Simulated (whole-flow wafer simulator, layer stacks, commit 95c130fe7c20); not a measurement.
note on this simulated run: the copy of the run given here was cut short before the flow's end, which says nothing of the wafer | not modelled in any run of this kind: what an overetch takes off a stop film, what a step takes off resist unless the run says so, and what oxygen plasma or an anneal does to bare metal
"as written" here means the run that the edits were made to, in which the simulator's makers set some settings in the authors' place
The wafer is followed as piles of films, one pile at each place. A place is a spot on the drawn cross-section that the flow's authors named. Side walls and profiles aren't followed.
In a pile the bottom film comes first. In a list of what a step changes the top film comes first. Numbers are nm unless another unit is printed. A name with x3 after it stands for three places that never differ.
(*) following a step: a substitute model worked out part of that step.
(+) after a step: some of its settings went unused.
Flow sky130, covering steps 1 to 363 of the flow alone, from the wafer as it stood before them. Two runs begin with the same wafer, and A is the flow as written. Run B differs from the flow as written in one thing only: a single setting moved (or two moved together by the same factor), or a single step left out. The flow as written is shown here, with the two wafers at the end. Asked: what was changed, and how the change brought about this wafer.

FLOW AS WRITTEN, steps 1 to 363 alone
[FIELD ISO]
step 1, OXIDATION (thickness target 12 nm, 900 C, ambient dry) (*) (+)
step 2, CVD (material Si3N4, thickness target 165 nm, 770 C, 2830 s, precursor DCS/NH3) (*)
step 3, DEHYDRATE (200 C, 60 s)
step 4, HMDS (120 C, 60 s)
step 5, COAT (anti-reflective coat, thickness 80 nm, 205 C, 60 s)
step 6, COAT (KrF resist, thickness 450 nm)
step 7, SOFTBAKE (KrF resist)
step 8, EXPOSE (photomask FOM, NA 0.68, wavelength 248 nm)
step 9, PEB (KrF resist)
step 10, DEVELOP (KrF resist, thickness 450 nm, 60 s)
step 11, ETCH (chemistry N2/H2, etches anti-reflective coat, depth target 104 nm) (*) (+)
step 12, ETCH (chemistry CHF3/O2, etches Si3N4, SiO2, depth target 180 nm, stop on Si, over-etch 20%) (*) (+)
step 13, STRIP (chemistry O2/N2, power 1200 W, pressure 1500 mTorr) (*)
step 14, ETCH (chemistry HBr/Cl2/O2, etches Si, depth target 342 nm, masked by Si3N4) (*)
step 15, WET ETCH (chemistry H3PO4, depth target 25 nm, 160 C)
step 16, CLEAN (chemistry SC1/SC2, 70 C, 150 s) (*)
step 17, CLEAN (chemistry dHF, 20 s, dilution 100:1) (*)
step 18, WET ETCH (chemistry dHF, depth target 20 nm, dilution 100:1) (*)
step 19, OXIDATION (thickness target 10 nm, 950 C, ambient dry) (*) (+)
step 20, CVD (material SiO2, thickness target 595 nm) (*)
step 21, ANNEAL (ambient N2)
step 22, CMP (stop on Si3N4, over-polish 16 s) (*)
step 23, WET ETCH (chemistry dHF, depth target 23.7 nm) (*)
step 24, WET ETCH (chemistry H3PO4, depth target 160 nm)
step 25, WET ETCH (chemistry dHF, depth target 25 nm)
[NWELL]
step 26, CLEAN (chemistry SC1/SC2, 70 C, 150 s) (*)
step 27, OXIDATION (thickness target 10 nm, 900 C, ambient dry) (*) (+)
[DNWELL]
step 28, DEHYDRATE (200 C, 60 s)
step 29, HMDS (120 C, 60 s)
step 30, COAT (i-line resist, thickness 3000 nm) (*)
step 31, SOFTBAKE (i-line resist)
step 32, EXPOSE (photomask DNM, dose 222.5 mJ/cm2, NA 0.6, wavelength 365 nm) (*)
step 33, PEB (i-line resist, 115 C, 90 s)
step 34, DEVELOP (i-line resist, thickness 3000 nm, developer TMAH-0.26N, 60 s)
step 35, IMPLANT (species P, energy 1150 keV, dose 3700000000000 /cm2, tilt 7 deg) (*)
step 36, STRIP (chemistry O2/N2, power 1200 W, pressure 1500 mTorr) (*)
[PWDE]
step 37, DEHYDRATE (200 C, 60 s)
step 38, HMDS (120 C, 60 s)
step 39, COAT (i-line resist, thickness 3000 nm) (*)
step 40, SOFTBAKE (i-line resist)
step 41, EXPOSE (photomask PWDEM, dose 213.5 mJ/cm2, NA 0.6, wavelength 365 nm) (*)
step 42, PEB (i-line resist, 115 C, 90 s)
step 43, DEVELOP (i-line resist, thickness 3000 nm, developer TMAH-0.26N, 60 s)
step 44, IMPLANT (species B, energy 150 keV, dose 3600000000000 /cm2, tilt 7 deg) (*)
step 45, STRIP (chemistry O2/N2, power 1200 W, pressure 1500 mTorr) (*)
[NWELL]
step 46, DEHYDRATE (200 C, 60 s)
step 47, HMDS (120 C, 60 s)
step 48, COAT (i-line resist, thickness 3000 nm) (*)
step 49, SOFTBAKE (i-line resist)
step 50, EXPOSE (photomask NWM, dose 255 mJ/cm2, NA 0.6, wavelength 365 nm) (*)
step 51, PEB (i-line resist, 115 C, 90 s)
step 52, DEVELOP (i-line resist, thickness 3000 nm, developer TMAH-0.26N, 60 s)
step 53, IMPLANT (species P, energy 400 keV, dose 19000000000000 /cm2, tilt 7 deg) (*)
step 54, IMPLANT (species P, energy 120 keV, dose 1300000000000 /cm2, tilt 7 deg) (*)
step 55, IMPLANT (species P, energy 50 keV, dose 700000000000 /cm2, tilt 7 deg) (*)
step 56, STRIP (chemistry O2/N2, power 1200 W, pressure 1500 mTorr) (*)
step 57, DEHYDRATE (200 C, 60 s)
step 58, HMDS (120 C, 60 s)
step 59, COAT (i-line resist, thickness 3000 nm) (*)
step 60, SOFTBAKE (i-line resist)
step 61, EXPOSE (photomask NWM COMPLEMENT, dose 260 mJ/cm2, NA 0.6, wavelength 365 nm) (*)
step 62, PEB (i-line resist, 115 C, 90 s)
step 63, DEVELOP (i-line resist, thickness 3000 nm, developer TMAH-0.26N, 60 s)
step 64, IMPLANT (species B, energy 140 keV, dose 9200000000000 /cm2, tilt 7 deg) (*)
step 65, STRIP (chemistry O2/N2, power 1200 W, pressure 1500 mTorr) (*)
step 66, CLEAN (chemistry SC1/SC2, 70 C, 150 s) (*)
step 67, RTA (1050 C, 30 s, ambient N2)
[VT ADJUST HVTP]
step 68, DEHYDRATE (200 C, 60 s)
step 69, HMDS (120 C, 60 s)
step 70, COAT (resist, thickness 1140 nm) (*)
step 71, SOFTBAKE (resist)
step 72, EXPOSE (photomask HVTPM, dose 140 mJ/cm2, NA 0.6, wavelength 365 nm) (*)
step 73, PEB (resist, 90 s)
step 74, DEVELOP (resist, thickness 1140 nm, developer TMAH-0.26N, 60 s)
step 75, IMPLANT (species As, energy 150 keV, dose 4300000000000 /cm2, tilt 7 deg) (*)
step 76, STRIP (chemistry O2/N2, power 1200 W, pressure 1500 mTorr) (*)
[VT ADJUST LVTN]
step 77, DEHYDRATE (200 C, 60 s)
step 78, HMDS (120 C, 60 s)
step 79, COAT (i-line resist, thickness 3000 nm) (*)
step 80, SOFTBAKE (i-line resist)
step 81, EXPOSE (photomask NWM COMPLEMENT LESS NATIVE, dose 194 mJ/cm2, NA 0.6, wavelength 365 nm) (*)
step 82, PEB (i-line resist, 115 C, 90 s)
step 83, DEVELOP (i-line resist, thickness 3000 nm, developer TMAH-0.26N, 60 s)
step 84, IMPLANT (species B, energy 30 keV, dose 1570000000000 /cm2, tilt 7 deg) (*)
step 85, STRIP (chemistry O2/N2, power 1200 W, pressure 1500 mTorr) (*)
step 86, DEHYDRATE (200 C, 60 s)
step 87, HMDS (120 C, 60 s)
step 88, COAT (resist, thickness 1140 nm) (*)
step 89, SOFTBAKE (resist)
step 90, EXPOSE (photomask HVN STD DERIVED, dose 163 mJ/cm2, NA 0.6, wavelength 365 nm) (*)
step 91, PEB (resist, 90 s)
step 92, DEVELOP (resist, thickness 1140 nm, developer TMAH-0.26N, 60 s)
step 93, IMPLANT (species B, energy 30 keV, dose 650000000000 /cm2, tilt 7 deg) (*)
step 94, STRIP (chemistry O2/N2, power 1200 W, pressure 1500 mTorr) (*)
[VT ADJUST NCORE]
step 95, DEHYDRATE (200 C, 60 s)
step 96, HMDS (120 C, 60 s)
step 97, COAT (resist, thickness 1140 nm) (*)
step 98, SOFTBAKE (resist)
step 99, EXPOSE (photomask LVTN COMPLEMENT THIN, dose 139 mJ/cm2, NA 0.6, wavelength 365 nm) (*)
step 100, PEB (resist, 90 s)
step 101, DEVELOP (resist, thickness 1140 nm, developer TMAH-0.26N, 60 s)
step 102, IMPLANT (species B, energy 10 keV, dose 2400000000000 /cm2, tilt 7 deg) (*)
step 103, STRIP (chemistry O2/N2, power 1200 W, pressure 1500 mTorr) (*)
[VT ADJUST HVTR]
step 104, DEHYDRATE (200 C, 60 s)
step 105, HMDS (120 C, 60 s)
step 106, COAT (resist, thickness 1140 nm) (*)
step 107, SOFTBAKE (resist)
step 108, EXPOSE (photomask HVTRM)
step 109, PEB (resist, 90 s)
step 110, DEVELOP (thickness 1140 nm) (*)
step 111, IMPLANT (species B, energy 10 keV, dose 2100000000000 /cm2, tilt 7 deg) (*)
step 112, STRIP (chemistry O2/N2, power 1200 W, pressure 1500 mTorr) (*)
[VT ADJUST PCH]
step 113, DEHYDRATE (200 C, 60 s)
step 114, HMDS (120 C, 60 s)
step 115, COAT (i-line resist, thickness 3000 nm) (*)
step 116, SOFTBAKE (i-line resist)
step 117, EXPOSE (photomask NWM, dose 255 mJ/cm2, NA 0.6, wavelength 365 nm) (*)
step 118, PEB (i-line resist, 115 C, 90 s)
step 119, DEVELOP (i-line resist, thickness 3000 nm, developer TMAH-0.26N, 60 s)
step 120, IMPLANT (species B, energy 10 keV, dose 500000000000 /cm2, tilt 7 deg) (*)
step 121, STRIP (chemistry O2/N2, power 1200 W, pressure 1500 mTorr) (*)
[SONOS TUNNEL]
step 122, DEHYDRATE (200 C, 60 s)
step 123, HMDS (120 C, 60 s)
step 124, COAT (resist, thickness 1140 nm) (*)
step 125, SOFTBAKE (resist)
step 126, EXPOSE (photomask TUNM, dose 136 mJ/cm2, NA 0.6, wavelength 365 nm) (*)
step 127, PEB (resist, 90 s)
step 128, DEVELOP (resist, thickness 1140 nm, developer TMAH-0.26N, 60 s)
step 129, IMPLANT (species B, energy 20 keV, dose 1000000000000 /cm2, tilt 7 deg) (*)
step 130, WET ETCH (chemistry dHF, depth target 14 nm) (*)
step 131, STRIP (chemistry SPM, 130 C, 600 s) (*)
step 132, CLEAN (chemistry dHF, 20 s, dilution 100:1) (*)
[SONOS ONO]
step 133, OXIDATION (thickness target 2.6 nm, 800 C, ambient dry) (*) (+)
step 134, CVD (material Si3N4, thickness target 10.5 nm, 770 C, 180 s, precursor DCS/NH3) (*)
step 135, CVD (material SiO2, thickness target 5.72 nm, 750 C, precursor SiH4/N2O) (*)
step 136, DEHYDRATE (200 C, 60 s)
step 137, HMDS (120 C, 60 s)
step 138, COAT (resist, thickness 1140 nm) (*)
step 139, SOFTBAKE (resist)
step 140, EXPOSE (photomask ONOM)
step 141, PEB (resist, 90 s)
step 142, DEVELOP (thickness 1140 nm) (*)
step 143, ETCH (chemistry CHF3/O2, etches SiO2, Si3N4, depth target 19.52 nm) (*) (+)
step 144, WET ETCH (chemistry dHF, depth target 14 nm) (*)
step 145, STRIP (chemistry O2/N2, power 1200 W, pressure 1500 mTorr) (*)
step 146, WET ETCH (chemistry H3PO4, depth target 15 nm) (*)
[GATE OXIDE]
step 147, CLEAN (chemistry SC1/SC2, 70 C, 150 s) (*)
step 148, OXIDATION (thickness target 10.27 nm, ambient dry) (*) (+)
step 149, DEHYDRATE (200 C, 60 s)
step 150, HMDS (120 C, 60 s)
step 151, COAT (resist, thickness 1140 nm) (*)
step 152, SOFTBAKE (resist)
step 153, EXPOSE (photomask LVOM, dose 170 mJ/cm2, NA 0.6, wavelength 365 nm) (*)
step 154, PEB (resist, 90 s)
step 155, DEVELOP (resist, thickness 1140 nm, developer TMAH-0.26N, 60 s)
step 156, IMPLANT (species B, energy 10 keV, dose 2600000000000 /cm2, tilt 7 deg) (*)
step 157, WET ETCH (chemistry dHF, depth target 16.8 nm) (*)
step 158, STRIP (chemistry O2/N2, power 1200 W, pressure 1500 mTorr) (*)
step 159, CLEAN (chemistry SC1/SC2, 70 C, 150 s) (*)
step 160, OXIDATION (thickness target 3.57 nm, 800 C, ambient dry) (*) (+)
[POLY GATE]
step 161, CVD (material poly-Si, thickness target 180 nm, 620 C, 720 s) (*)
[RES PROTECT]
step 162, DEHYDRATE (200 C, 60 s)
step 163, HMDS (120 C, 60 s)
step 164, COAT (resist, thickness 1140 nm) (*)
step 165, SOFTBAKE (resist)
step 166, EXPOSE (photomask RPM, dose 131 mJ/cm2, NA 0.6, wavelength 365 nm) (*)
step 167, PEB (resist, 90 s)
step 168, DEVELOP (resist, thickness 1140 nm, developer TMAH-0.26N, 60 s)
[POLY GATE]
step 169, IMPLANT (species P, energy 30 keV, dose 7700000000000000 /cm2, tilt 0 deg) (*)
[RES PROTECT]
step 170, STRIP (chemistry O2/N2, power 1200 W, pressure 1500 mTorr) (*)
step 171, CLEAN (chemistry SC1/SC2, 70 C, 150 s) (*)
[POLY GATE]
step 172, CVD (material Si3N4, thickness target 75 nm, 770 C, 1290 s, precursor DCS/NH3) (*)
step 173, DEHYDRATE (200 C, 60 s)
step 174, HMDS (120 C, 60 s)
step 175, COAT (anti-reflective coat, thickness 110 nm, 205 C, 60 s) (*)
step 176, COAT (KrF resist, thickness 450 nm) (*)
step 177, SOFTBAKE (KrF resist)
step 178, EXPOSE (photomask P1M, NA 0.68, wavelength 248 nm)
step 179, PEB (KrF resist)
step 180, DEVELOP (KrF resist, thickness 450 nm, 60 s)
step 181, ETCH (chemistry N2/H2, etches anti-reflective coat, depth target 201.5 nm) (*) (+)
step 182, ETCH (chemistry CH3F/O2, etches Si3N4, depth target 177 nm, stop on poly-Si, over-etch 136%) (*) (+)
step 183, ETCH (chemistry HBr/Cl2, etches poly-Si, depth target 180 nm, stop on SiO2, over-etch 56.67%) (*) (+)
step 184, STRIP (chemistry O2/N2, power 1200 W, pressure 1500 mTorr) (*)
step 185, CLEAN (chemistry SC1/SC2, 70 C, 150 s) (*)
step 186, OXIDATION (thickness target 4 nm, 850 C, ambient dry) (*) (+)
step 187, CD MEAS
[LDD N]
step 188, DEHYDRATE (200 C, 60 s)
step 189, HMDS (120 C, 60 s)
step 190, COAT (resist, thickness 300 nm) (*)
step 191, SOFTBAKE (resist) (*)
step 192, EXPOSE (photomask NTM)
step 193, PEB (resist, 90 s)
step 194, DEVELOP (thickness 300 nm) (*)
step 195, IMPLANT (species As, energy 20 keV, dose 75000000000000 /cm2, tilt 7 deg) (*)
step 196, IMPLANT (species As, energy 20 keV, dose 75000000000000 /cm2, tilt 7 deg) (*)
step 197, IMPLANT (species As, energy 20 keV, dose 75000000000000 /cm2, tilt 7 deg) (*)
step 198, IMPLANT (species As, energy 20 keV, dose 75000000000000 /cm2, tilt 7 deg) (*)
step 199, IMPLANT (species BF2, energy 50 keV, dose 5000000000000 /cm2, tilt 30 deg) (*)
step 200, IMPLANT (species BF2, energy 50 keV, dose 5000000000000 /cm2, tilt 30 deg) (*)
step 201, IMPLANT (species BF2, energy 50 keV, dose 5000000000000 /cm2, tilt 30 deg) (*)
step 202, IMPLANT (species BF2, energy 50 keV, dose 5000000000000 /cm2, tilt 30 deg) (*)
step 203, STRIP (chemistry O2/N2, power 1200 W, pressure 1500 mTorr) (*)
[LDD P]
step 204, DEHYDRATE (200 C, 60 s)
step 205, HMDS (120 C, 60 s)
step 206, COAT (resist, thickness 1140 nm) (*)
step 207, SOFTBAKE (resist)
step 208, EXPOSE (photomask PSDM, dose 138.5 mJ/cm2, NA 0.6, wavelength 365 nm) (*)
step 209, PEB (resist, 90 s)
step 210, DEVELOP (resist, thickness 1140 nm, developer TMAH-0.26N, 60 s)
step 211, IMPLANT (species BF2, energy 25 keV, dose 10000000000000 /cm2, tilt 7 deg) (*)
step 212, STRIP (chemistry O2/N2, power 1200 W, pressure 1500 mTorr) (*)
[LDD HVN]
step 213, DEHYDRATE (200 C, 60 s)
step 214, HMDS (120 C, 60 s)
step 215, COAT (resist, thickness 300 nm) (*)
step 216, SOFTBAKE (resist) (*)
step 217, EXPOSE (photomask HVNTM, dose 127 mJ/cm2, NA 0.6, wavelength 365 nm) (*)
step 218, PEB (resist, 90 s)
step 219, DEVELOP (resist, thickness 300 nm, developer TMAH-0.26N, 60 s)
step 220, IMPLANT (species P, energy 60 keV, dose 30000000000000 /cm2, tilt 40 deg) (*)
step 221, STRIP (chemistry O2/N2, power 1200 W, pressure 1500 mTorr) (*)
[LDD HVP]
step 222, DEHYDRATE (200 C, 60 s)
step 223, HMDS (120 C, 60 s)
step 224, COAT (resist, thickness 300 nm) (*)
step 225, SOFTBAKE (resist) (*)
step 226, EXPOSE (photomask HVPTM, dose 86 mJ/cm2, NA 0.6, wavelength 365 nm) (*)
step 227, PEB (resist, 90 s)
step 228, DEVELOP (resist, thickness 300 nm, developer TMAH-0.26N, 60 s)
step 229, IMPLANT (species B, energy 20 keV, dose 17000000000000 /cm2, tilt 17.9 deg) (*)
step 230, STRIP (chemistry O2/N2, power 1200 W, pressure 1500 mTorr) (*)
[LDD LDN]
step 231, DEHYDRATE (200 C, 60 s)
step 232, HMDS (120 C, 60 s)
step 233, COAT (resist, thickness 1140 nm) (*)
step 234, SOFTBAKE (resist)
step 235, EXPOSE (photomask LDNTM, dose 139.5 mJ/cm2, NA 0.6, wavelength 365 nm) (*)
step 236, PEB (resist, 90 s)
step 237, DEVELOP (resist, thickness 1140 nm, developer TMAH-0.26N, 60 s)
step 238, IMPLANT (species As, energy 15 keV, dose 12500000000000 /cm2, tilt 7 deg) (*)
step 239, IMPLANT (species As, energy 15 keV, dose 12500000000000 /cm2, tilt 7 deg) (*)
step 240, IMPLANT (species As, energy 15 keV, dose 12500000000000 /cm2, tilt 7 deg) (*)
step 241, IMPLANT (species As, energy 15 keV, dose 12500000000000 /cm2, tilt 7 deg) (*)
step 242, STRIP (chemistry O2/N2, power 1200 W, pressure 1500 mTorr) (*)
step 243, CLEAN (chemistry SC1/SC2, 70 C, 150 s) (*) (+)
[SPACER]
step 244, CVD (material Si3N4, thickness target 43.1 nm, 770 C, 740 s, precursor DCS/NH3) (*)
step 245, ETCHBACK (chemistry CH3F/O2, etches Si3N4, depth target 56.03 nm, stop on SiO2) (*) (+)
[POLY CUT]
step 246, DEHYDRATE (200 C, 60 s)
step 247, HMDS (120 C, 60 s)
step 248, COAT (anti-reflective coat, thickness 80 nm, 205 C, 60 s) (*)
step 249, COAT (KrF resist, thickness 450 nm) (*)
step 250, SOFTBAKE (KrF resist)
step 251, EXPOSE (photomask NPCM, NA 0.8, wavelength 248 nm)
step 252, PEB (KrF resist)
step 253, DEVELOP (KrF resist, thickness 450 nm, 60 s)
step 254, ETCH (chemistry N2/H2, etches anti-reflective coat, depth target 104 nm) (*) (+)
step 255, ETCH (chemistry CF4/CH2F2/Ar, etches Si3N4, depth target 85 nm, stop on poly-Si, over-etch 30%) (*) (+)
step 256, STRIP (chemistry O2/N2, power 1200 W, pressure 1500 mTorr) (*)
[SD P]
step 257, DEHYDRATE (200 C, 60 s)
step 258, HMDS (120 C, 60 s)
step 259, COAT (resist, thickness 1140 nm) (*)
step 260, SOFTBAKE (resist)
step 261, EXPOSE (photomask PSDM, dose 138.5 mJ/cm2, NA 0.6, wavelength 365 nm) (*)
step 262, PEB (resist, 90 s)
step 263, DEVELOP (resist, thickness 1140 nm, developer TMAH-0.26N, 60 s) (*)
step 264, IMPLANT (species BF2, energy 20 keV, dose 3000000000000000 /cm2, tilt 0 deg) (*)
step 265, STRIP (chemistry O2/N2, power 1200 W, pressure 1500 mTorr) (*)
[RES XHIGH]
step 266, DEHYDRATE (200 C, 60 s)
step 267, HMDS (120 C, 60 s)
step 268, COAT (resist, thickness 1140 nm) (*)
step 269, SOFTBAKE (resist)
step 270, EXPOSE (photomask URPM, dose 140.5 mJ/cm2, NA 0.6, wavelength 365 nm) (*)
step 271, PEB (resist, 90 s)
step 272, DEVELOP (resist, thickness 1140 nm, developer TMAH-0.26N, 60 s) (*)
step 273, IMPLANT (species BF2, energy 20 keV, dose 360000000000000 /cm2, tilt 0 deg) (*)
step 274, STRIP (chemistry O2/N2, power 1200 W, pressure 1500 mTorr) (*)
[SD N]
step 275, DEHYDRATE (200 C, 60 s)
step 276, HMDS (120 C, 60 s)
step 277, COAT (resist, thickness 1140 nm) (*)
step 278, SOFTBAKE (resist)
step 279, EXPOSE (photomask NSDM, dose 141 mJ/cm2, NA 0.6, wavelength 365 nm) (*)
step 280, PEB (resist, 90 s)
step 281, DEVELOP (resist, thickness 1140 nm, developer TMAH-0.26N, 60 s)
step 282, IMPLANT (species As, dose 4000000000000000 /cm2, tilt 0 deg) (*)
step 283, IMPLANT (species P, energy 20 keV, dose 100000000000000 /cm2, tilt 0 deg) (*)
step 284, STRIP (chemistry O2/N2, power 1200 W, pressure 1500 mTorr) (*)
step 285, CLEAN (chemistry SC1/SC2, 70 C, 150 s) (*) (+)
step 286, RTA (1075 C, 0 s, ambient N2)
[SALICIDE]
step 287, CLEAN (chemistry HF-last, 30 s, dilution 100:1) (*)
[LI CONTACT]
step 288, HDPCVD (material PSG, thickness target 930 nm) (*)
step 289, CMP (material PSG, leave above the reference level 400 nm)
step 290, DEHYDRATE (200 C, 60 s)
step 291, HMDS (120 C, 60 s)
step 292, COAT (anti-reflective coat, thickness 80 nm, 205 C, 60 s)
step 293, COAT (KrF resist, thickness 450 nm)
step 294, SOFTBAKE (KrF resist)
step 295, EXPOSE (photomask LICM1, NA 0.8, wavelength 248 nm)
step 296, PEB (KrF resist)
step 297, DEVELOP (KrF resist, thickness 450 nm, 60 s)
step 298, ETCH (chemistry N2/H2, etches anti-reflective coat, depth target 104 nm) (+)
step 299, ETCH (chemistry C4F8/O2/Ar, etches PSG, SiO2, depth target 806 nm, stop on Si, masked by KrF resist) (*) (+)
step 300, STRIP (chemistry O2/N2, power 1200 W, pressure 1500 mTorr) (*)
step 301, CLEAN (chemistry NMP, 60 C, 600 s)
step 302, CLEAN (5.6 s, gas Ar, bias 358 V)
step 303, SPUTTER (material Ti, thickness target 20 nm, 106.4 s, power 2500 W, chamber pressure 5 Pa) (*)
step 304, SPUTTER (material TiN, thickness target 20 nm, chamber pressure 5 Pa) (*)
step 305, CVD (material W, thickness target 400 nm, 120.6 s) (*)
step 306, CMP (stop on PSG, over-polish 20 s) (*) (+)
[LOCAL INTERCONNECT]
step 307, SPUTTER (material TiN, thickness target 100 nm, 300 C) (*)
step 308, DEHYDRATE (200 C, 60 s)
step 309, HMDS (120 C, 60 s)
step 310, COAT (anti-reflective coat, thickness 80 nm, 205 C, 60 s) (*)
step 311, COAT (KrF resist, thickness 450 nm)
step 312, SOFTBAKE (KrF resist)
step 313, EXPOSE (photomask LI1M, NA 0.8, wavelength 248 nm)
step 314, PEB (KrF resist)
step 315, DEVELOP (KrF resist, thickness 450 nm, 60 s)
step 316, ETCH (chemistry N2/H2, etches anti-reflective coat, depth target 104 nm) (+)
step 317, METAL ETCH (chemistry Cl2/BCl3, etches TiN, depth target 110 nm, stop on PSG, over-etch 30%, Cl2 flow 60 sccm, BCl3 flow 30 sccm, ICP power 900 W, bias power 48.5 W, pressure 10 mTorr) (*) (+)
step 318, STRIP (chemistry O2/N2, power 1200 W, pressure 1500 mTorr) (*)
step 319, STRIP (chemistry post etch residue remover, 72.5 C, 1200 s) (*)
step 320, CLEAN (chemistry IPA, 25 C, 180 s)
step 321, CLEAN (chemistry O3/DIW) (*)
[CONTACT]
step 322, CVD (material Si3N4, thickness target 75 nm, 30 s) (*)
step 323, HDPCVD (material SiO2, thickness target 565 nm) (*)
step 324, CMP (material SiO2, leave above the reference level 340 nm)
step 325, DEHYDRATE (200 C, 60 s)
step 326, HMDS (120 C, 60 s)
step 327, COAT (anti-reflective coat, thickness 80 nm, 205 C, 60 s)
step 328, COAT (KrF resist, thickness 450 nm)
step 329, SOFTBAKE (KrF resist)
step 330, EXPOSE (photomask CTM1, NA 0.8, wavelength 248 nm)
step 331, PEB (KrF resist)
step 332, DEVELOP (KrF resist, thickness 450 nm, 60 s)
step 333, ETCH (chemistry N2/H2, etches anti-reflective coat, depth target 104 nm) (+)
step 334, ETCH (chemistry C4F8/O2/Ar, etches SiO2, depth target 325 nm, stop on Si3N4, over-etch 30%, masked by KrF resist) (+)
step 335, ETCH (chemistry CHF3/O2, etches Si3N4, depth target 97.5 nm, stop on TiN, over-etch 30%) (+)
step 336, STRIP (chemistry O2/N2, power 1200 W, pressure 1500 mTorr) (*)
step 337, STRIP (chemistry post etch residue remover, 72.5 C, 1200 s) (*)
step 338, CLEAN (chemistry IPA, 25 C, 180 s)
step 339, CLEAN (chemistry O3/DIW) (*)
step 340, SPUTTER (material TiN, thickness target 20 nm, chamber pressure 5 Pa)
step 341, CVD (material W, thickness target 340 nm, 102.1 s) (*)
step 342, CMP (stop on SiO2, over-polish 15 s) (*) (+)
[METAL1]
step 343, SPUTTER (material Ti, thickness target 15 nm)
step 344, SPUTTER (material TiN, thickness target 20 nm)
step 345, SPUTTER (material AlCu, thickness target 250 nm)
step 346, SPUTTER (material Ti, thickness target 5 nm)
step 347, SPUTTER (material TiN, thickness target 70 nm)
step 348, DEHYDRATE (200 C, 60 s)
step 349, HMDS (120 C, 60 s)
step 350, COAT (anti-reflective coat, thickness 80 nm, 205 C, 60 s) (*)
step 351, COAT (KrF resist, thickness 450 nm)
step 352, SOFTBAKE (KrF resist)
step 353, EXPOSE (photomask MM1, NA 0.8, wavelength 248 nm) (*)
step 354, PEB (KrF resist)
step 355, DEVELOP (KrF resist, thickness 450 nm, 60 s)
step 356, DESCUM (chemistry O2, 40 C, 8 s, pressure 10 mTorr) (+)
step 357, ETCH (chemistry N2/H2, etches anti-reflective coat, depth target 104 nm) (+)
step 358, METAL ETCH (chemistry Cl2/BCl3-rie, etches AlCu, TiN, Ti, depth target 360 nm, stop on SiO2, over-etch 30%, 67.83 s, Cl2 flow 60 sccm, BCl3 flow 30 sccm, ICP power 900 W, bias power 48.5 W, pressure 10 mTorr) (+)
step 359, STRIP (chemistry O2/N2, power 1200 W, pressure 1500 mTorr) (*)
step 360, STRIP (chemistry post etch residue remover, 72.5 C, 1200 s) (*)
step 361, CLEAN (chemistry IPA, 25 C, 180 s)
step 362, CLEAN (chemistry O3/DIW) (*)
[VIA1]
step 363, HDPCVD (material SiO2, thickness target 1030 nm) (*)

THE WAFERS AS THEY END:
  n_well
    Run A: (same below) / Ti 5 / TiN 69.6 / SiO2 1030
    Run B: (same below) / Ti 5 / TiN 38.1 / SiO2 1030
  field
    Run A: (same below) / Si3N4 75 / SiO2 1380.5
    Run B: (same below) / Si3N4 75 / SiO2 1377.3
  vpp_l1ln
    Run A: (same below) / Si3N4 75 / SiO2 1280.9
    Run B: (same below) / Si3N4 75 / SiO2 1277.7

The reason: step 347, SPUTTER: thickness target 38.5 nm was run, though the flow has thickness target 70 nm.

Step by step, how the change led to this:
  step 347, SPUTTER (material TiN, thickness target 70 nm)
      field, active, n_well and 188 more: A +70 TiN (new film) | B +38.5 TiN (new film)
  step 358, METAL ETCH (chemistry Cl2/BCl3-rie, etches AlCu, TiN, Ti, depth target 360 nm, stop on SiO2, over-etch 30%, 67.83 s, Cl2 flow 60 sccm, BCl3 flow 30 sccm, ICP power 900 W, bias power 48.5 W, pressure 10 mTorr) (+)
      field, active, gate and 81 more: A -68.7 TiN (all of it), -5 Ti (all of it), -250 AlCu (all of it), -20 TiN (all of it), -15 Ti (all of it), -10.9 SiO2 | B -37.2 TiN (all of it), -5 Ti (all of it), -250 AlCu (all of it), -20 TiN (all of it), -15 Ti (all of it), -14.1 SiO2
